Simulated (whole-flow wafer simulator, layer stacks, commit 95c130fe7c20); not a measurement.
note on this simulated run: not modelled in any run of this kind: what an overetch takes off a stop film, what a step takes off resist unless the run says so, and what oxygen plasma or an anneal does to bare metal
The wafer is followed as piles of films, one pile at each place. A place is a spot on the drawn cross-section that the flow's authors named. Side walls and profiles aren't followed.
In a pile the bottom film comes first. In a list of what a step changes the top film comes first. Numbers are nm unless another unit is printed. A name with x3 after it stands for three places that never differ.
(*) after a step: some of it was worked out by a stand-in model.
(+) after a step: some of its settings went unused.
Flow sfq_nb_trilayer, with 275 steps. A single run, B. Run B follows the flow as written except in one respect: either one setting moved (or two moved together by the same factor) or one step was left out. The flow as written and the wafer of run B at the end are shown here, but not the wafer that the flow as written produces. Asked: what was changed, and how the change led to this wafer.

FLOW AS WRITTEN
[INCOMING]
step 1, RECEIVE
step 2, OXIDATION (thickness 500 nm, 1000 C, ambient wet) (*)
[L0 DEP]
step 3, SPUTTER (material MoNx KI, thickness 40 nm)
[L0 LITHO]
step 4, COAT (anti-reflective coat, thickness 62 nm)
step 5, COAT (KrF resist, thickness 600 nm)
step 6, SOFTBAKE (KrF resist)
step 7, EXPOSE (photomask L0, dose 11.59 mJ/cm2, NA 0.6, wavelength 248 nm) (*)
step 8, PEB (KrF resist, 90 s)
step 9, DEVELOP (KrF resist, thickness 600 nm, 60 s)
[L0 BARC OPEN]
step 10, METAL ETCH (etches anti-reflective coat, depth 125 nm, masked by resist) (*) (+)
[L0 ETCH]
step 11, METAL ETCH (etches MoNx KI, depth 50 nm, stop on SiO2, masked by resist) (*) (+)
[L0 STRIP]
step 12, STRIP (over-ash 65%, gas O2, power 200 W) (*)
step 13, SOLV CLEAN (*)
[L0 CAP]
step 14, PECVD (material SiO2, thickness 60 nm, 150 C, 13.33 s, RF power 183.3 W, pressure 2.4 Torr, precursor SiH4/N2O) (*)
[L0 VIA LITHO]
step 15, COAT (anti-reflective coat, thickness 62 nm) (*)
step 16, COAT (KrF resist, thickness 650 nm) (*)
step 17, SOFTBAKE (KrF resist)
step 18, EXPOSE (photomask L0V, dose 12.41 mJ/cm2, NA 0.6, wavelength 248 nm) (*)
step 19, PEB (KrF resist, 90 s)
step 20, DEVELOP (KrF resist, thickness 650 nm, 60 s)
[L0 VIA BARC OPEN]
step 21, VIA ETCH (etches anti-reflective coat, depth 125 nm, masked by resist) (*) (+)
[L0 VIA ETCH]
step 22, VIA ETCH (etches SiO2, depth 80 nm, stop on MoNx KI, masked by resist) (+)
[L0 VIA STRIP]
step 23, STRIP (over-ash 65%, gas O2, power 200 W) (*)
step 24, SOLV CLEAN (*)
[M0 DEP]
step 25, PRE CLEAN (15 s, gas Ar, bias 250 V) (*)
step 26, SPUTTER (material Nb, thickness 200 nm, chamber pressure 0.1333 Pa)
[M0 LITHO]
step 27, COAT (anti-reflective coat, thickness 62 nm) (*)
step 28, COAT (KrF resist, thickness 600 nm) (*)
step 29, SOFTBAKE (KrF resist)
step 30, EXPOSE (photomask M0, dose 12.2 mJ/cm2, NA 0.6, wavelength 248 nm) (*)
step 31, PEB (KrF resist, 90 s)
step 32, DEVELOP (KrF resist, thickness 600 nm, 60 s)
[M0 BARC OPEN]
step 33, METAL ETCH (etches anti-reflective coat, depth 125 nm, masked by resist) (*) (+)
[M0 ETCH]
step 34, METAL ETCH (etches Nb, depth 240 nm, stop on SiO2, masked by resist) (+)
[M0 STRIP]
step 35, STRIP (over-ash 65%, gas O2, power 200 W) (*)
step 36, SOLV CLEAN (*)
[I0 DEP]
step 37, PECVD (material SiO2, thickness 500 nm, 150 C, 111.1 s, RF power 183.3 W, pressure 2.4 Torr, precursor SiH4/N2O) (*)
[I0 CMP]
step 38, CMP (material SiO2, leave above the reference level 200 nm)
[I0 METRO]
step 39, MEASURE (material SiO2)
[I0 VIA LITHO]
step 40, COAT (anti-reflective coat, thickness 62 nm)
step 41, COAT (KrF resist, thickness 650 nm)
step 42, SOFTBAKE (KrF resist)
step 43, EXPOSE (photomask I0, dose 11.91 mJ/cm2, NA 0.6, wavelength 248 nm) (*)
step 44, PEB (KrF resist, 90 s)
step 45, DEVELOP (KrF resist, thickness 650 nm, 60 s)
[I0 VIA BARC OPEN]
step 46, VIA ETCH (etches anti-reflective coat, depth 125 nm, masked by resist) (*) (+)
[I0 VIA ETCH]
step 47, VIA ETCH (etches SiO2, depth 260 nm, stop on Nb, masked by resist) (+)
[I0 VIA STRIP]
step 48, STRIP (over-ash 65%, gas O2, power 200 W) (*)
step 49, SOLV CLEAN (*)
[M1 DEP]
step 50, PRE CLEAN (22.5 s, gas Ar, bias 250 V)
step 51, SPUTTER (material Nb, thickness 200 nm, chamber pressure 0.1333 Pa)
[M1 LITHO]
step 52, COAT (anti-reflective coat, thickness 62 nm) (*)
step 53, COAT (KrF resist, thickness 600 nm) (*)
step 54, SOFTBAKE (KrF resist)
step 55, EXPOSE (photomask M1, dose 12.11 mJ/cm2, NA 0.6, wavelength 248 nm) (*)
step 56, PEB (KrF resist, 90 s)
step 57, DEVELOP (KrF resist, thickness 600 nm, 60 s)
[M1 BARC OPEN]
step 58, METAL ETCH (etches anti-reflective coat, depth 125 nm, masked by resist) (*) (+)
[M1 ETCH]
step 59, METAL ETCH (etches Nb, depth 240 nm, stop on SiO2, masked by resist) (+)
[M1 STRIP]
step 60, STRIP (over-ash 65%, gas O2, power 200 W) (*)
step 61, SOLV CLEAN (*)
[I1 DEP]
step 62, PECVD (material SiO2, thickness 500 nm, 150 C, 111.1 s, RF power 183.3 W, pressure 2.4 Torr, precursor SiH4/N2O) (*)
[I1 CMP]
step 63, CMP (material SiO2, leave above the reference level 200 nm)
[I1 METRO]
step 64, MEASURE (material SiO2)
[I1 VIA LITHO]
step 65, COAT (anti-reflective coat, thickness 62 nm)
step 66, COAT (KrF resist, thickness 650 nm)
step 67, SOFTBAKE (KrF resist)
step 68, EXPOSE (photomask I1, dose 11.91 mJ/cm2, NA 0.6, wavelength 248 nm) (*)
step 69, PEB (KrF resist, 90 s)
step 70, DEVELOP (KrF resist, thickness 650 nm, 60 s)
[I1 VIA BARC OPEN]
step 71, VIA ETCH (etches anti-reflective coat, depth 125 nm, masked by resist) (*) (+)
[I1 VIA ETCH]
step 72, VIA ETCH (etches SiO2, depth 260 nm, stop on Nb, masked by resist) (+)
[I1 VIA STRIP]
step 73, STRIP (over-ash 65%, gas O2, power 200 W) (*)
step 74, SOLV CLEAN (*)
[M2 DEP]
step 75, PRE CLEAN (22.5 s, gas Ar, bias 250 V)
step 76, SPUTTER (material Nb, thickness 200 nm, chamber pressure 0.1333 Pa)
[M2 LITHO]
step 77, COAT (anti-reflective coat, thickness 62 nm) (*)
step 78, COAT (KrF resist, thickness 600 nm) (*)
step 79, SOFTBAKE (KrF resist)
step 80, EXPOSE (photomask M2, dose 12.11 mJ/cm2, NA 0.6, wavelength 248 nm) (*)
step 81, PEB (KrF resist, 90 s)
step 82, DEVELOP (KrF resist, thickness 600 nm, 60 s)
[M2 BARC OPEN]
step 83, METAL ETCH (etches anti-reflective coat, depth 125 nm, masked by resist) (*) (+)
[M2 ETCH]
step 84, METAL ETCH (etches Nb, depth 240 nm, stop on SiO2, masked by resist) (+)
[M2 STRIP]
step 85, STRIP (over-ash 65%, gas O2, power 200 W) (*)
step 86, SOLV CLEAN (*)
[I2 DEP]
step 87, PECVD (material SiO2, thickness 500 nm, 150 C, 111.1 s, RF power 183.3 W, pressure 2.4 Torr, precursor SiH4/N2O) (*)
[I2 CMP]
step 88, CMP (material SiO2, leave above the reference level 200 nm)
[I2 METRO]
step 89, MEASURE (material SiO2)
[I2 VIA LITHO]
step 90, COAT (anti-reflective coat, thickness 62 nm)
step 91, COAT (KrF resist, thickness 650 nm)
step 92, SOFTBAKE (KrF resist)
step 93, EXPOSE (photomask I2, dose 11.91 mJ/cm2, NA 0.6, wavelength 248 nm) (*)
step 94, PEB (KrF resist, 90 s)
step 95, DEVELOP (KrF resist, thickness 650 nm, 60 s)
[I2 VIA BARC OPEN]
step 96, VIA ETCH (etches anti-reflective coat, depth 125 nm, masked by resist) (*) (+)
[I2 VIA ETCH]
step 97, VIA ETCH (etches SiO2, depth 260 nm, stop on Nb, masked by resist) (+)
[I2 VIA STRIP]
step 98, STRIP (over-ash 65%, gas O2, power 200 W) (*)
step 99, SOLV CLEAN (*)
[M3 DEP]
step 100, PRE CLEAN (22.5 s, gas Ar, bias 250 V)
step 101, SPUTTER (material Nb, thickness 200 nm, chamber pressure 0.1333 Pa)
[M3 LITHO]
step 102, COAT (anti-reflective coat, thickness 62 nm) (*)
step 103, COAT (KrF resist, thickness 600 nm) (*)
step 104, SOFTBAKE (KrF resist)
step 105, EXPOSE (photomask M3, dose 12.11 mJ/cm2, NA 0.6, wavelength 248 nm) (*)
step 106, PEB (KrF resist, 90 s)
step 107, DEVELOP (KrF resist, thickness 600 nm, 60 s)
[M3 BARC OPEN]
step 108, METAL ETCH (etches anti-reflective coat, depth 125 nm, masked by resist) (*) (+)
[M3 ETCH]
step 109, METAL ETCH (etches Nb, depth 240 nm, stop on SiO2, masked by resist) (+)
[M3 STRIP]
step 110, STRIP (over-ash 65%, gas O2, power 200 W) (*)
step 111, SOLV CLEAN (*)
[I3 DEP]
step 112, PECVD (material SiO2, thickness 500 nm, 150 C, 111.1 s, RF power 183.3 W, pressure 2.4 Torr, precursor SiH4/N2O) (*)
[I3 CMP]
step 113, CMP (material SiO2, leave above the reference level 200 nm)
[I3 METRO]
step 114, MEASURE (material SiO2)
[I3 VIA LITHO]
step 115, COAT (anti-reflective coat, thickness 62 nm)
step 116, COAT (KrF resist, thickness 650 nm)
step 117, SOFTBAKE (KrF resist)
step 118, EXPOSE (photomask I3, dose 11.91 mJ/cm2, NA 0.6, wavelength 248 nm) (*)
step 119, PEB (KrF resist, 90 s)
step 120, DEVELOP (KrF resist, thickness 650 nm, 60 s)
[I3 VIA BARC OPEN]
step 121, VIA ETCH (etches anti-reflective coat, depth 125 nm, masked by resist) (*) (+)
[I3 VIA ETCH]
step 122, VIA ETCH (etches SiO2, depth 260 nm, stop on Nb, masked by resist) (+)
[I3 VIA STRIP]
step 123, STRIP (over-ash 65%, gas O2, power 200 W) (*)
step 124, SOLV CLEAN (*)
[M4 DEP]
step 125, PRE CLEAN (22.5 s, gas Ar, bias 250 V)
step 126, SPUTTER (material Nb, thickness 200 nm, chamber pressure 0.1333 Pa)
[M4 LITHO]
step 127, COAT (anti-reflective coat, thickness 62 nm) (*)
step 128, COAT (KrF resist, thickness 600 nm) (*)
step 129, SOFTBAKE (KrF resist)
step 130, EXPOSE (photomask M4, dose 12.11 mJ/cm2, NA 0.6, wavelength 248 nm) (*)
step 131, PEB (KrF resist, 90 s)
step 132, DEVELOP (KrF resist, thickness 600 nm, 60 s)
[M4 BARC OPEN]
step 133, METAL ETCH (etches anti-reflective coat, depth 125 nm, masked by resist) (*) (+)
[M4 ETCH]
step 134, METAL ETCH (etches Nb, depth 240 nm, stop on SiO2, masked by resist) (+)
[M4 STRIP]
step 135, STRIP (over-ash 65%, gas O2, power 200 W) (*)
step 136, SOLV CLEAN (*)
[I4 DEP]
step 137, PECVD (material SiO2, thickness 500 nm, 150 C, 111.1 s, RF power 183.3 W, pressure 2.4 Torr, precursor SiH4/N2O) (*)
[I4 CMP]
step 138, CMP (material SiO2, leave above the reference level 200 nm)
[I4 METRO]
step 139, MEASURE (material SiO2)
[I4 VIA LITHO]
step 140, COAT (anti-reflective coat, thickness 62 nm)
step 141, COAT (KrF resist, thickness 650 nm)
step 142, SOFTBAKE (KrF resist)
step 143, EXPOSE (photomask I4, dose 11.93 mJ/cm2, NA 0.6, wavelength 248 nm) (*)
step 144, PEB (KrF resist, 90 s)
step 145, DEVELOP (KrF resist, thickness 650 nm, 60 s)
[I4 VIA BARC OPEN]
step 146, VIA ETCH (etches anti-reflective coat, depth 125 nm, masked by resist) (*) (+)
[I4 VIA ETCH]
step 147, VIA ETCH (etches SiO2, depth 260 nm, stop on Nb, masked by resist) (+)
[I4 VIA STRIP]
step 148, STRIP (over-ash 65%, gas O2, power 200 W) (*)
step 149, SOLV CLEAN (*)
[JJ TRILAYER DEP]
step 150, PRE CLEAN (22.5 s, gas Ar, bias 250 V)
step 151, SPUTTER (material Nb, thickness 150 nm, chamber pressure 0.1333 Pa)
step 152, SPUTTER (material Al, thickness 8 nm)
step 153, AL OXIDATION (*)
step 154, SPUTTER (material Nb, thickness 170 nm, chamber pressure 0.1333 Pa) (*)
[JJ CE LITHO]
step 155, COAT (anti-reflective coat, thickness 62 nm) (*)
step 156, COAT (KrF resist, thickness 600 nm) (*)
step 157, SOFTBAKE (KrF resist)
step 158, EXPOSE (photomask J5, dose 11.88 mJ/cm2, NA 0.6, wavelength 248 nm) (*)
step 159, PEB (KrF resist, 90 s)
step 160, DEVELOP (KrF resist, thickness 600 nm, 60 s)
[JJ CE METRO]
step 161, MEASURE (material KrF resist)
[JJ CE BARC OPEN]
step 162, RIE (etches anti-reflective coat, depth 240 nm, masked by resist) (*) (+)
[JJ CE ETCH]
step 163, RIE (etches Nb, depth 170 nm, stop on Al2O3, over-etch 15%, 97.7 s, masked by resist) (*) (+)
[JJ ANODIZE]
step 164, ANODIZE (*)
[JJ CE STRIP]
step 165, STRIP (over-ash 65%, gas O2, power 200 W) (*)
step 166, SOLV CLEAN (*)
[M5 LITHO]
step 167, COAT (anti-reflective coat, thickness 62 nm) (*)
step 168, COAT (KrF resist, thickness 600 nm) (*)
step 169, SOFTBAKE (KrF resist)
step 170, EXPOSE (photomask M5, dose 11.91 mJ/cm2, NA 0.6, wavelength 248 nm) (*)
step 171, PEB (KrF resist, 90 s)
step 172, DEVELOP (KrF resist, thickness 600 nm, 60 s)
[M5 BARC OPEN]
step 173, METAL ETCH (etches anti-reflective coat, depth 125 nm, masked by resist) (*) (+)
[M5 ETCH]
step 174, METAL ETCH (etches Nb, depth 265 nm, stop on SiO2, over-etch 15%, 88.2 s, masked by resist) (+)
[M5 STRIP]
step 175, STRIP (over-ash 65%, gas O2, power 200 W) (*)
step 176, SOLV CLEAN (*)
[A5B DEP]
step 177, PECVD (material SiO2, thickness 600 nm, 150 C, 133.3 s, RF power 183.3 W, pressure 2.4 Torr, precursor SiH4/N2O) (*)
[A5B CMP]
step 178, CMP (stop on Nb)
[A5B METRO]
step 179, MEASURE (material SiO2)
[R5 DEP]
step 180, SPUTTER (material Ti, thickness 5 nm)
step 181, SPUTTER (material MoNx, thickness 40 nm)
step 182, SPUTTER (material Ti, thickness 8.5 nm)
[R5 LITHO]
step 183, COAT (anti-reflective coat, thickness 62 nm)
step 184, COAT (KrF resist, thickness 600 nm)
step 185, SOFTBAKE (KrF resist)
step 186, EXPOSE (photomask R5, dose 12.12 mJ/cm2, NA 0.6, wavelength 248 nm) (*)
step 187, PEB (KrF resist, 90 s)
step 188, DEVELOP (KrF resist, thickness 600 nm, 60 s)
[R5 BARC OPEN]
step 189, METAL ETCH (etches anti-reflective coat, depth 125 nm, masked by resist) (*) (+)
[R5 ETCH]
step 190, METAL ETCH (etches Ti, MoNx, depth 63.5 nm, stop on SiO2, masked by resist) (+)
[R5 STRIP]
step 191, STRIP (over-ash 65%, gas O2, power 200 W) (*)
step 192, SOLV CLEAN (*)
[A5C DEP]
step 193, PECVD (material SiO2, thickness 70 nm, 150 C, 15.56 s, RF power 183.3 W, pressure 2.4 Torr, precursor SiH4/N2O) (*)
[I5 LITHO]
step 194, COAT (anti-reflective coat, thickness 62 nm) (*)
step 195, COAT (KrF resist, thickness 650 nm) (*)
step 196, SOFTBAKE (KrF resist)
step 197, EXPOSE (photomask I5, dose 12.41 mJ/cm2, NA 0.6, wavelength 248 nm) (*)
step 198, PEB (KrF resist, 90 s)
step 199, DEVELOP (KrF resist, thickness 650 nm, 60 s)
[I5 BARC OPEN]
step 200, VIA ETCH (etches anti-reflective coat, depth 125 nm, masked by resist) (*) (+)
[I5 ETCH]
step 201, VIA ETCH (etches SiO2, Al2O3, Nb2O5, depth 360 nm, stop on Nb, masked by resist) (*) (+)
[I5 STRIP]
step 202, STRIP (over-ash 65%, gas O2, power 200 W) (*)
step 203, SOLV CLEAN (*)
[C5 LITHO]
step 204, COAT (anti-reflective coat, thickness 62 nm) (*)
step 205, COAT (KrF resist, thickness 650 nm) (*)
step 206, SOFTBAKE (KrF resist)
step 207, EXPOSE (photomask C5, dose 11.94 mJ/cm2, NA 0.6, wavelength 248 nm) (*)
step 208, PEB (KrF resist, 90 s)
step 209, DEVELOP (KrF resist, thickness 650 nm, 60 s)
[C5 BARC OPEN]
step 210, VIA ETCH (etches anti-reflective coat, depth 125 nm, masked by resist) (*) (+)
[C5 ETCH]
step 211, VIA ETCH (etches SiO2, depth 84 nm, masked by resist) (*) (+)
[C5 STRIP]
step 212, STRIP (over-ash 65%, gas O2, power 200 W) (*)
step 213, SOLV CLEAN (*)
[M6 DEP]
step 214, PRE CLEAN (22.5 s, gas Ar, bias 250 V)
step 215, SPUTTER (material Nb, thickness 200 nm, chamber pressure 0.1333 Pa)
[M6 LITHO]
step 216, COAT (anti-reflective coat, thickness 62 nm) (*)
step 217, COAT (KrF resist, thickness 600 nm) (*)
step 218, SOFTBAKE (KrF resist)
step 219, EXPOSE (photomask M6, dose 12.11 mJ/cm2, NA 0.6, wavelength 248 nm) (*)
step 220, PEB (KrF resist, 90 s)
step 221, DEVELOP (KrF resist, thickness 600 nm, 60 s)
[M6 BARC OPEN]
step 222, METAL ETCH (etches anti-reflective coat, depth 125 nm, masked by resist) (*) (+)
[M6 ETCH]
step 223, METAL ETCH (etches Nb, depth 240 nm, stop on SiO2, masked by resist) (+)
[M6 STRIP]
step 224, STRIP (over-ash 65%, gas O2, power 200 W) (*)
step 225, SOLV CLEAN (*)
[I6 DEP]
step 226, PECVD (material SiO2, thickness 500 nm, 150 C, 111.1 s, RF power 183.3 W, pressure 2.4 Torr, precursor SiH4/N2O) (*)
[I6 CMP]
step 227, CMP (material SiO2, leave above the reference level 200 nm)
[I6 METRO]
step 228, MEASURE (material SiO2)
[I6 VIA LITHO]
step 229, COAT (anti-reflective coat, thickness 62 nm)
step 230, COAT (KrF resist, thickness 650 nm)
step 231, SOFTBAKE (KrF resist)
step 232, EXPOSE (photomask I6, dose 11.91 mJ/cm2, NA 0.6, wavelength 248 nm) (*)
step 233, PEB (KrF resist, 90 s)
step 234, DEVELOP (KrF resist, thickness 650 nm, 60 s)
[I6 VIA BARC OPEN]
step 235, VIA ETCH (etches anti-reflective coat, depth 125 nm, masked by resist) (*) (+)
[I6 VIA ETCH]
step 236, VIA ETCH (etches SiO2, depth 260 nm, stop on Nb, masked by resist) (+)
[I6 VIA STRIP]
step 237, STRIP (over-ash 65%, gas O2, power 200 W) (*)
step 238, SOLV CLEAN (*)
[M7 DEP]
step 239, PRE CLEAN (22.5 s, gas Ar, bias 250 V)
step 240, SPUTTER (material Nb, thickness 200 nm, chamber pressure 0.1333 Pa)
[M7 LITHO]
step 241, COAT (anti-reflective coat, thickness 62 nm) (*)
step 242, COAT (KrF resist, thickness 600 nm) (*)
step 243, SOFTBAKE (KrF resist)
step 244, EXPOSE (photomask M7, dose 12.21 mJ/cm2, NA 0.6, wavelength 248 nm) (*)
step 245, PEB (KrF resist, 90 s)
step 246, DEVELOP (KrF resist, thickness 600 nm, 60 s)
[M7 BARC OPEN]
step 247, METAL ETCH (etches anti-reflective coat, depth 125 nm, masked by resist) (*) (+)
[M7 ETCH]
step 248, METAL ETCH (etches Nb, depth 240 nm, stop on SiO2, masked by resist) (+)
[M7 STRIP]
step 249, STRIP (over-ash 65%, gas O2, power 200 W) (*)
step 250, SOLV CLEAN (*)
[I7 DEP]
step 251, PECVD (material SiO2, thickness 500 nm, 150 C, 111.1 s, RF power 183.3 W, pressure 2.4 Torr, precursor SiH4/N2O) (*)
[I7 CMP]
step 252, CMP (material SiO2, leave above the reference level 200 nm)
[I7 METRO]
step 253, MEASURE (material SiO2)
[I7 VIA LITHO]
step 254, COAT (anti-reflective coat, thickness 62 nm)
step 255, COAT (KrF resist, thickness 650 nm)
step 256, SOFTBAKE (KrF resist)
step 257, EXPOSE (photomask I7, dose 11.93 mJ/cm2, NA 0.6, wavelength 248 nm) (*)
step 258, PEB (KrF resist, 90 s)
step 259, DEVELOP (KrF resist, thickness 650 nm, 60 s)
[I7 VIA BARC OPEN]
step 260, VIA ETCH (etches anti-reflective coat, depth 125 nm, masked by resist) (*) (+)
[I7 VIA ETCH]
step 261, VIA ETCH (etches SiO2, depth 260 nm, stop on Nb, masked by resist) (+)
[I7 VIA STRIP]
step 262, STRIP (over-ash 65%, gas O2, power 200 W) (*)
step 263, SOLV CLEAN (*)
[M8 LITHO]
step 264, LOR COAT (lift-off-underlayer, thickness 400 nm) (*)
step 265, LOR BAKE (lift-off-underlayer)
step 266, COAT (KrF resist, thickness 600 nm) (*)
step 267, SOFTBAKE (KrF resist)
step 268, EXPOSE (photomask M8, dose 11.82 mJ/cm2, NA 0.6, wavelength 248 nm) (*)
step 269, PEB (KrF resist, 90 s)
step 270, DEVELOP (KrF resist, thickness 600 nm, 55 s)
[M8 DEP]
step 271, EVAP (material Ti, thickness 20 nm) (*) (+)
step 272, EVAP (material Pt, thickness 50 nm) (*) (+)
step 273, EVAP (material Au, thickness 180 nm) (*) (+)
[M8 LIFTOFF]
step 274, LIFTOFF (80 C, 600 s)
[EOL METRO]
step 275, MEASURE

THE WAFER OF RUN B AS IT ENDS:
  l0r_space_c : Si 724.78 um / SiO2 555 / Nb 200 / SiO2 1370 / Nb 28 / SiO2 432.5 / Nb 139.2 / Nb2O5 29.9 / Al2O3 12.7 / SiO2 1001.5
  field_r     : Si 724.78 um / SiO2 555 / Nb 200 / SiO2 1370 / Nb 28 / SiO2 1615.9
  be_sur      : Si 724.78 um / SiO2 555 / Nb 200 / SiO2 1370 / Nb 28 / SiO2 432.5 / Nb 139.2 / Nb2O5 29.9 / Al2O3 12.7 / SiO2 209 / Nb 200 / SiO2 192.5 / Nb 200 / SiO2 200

Cause: step 126, SPUTTER: thickness 268 nm was run, whereas the flow has thickness 200 nm.

The path from the change to this, step by step:
  step 126, SPUTTER (material Nb, thickness 200 nm, chamber pressure 0.1333 Pa)
      field_l, v_sur, via_wl and 102 more: +268 Nb (new film) (as written it would have been: +200 Nb (new film))
      via_v: +222.7 Nb (as written it would have been: +165.5 Nb)
  step 134, METAL ETCH (etches Nb, depth 240 nm, stop on SiO2, masked by resist) (+)
      field_l, be, be_sur and 64 more: -240 Nb (as written it would have been: -200 Nb (all of it))
  step 137, PECVD (material SiO2, thickness 500 nm, 150 C, 111.1 s, RF power 183.3 W, pressure 2.4 Torr, precursor SiH4/N2O) (*)
      field_l, be, be_sur and 55 more: +500 SiO2 (new film) (as written it would have been: +500 SiO2)
      p3_s0, p3_s1, p3_s2, p3_s3, p3_s4, p3_s5: +597.1 SiO2 (new film) (as written it would have been: +557.1 SiO2)
      (as well as at 4 more places)
  step 138, CMP (material SiO2, leave above the reference level 200 nm)
      field_l, be, be_sur and 55 more: -60 SiO2 (as written it would have been: -100 SiO2)
      lsp_r, l0_sur, l0v: -50.3 SiO2 (as written it would have been: -91.9 SiO2)
      (as well as at 1 more place)
Taking metal films that touch as one body, l0r_space_c has 3 bodies (between them, from the top down: SiO2 432.5; SiO2 1370); the flow as written gives 2 bodies (between them, from the top down: SiO2 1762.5).
Taking metal films that touch as one body, field_r has 2 bodies (between them, from the top down: SiO2 1370); the flow as written gives 1 body.
Taking metal films that touch as one body, be_sur has 5 bodies (between them, from the top down: SiO2 192.5; SiO2 209 / Al2O3 12.7 / Nb2O5 29.9; SiO2 432.5; SiO2 1370); the flow as written gives 4 bodies (between them, from the top down: SiO2 192.5; SiO2 209 / Al2O3 12.7 / Nb2O5 29.9; SiO2 1762.5).
